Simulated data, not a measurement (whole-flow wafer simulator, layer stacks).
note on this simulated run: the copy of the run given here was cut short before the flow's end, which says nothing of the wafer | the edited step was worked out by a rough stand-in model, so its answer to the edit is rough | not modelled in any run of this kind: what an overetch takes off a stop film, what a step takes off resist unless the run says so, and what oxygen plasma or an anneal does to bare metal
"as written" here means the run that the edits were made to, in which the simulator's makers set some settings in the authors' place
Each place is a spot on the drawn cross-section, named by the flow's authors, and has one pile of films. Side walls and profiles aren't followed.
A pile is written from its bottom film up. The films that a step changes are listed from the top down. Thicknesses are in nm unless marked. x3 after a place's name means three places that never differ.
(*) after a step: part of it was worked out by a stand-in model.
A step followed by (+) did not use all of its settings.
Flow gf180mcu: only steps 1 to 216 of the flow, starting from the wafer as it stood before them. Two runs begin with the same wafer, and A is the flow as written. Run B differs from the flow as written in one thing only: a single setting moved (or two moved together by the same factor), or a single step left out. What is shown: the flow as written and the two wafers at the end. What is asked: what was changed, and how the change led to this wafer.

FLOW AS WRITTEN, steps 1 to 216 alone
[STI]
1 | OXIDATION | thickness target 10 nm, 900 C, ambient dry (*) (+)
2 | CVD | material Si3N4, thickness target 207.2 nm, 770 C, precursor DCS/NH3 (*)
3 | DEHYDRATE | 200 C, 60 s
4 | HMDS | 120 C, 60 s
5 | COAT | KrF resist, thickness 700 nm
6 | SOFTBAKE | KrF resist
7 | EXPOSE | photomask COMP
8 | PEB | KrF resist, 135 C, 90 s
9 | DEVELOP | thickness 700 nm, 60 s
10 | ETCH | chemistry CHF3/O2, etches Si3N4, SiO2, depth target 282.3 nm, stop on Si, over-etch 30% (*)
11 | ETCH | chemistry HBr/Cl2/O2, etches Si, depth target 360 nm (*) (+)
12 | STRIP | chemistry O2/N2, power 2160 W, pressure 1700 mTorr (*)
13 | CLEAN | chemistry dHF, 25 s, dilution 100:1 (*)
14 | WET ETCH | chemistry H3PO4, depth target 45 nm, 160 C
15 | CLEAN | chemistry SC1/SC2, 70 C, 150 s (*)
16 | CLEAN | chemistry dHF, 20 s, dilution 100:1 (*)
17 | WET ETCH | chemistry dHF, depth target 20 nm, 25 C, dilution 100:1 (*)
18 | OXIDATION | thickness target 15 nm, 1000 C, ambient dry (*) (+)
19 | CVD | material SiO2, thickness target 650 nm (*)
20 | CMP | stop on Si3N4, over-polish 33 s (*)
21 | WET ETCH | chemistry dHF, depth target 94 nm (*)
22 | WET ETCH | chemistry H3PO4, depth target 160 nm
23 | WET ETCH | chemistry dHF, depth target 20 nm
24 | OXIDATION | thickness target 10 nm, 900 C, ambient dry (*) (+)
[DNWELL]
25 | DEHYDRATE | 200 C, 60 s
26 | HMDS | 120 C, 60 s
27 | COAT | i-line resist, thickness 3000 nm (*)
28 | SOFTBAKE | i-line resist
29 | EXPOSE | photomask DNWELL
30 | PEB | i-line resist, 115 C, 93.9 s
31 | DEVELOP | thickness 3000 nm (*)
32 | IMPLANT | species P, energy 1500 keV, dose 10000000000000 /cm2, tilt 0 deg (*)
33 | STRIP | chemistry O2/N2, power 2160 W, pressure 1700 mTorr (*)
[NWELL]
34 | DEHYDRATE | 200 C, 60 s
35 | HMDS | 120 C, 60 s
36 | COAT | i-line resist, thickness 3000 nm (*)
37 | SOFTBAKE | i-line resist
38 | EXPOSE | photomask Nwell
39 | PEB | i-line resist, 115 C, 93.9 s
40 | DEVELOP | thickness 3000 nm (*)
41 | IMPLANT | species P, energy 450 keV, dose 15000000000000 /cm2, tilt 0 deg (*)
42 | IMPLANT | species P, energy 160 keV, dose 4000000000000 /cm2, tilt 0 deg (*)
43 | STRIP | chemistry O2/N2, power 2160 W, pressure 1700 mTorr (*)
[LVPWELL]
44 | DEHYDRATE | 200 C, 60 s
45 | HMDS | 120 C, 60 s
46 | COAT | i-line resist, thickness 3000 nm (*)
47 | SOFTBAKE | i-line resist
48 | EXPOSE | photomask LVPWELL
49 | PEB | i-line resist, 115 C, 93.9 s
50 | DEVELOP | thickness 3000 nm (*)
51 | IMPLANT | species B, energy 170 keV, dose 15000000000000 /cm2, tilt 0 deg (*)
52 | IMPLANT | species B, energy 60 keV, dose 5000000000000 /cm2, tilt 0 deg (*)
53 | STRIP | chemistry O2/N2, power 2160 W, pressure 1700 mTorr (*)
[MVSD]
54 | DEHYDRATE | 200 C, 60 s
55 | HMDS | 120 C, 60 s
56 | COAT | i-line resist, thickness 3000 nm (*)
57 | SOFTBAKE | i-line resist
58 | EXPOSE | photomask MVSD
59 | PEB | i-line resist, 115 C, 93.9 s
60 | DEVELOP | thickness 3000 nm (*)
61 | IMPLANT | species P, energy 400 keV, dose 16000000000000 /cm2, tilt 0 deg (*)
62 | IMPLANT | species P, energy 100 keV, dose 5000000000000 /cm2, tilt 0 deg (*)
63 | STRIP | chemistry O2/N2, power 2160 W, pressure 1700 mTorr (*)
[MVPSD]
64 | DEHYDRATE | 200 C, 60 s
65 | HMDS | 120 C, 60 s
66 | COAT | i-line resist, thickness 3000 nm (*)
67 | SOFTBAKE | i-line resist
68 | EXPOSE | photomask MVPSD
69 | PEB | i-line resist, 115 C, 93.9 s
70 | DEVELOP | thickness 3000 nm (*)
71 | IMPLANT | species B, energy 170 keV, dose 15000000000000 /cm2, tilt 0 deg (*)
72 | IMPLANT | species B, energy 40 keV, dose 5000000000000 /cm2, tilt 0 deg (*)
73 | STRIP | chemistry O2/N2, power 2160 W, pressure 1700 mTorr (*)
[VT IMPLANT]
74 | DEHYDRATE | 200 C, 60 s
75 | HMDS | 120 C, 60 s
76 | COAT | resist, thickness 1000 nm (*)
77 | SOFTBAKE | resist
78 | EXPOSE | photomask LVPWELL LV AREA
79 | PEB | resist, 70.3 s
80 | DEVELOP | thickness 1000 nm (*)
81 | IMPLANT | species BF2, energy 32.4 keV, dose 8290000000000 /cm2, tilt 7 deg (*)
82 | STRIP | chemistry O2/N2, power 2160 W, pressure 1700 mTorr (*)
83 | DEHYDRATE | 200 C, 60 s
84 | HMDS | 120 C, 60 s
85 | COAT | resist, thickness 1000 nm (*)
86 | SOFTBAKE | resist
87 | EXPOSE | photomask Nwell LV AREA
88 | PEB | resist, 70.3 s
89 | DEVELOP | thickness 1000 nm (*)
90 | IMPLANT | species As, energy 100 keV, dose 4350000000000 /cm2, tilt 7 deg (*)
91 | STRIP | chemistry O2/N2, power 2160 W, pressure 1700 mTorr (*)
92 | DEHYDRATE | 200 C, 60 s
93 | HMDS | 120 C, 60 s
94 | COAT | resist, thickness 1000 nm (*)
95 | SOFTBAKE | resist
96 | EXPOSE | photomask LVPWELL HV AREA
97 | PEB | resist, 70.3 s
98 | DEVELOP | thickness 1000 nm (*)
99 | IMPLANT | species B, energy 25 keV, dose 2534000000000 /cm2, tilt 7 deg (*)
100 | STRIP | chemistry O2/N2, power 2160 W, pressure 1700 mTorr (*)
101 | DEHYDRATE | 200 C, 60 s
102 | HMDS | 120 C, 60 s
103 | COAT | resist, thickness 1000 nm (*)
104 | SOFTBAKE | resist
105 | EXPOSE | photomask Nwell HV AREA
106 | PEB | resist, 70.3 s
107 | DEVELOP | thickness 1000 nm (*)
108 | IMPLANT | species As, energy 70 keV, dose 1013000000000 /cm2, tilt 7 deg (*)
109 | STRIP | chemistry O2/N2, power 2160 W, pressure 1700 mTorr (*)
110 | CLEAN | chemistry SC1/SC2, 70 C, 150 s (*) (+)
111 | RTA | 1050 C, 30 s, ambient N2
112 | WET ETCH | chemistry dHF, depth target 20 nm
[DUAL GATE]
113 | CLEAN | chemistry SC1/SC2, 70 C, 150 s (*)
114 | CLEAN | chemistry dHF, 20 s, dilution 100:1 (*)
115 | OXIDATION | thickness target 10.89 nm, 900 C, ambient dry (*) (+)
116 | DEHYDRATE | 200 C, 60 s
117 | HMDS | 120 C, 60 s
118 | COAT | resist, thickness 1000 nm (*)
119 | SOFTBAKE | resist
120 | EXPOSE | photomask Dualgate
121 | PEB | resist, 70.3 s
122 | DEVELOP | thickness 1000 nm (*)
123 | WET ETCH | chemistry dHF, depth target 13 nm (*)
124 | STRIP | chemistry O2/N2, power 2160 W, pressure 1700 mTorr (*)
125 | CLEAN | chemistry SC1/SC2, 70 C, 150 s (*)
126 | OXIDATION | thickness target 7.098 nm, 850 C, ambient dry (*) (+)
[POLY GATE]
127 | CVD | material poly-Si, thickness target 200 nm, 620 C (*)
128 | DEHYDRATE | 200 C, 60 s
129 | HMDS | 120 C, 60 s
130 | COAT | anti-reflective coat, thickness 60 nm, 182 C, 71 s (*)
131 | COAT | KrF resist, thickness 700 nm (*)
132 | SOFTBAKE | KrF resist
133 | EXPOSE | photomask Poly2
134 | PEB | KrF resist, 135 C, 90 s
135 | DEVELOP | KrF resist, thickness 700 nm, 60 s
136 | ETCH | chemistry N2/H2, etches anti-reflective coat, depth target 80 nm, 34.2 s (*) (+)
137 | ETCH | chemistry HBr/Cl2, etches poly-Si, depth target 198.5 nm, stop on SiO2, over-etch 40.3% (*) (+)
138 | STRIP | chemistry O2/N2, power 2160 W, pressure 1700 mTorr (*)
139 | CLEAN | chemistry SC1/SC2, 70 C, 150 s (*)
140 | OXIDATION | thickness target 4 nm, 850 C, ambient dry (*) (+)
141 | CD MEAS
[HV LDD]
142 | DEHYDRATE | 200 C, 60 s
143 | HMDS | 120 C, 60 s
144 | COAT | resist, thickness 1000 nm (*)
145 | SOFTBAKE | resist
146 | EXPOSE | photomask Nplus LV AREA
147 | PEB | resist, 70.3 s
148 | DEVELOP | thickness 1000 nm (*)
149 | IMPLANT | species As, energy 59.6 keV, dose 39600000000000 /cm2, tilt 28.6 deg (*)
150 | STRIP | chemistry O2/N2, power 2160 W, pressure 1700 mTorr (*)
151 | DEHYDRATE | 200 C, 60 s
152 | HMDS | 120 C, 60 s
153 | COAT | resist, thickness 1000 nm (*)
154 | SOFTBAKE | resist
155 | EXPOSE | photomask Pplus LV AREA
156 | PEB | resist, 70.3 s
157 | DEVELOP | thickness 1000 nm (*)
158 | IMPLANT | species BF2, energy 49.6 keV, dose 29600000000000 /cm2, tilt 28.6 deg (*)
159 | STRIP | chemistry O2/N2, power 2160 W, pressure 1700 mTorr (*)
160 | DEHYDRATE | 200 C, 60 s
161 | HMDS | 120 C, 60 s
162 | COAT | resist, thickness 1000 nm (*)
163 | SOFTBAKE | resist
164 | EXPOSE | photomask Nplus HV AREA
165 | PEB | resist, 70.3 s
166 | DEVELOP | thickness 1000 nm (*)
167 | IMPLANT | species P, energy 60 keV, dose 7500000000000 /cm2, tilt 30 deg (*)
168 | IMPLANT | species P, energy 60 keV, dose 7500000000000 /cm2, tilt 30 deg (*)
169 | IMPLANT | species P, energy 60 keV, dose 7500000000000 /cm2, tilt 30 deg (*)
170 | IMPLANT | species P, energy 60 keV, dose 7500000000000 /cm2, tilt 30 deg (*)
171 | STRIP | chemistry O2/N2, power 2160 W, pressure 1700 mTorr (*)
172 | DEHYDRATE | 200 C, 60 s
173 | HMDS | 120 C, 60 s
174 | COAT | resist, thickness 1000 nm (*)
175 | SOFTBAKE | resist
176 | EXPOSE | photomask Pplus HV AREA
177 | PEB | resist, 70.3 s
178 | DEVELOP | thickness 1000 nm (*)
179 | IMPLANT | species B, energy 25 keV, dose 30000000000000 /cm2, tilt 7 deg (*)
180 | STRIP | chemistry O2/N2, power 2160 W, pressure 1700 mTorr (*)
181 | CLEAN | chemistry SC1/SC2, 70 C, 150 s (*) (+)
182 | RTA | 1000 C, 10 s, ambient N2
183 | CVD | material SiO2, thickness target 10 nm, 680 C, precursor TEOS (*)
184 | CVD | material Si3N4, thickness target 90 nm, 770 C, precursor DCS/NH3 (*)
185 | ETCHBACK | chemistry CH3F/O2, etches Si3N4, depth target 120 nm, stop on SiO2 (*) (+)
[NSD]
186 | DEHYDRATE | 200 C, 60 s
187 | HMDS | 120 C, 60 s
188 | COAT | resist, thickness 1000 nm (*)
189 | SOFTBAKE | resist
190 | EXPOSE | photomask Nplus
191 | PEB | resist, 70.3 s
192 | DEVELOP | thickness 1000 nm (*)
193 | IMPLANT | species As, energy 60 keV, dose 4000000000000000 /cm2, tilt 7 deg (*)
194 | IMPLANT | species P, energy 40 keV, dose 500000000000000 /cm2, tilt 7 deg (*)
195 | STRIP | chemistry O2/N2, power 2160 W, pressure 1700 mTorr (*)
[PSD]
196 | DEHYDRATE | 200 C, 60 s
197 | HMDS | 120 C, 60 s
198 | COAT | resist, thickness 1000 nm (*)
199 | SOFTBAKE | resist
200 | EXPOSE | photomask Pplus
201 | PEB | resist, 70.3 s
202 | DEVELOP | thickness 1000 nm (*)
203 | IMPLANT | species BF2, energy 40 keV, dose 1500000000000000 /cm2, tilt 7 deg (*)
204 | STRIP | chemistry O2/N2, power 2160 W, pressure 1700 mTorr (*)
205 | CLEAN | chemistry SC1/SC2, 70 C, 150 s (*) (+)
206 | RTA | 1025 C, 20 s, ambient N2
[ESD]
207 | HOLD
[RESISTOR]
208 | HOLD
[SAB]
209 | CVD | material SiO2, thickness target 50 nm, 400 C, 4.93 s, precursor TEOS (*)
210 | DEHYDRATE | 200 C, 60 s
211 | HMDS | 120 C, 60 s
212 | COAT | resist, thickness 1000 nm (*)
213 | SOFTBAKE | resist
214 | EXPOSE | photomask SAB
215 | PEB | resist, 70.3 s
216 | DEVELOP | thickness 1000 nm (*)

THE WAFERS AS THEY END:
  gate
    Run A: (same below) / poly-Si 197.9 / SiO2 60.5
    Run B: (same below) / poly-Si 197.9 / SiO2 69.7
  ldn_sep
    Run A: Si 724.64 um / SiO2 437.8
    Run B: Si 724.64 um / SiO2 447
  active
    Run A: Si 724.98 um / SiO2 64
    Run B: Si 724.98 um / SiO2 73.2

The reason: step 209, CVD: thickness target 59.5 nm was run, whereas the flow has thickness target 50 nm; step 209, CVD: 5.867 s was run, where the flow has 4.93 s.

Step by step, how the change led to this:
  209 | CVD | material SiO2, thickness target 50 nm, 400 C, 4.93 s, precursor TEOS (*)
      field, field__w7, field__w8 and 73 more: A +50 SiO2 | B +59.2 SiO2
      field_sub, field_sub__w2, ld_drn_n, ld_sd_p: A +48.8 SiO2 | B +57.8 SiO2
      (and at 29 other places as well)
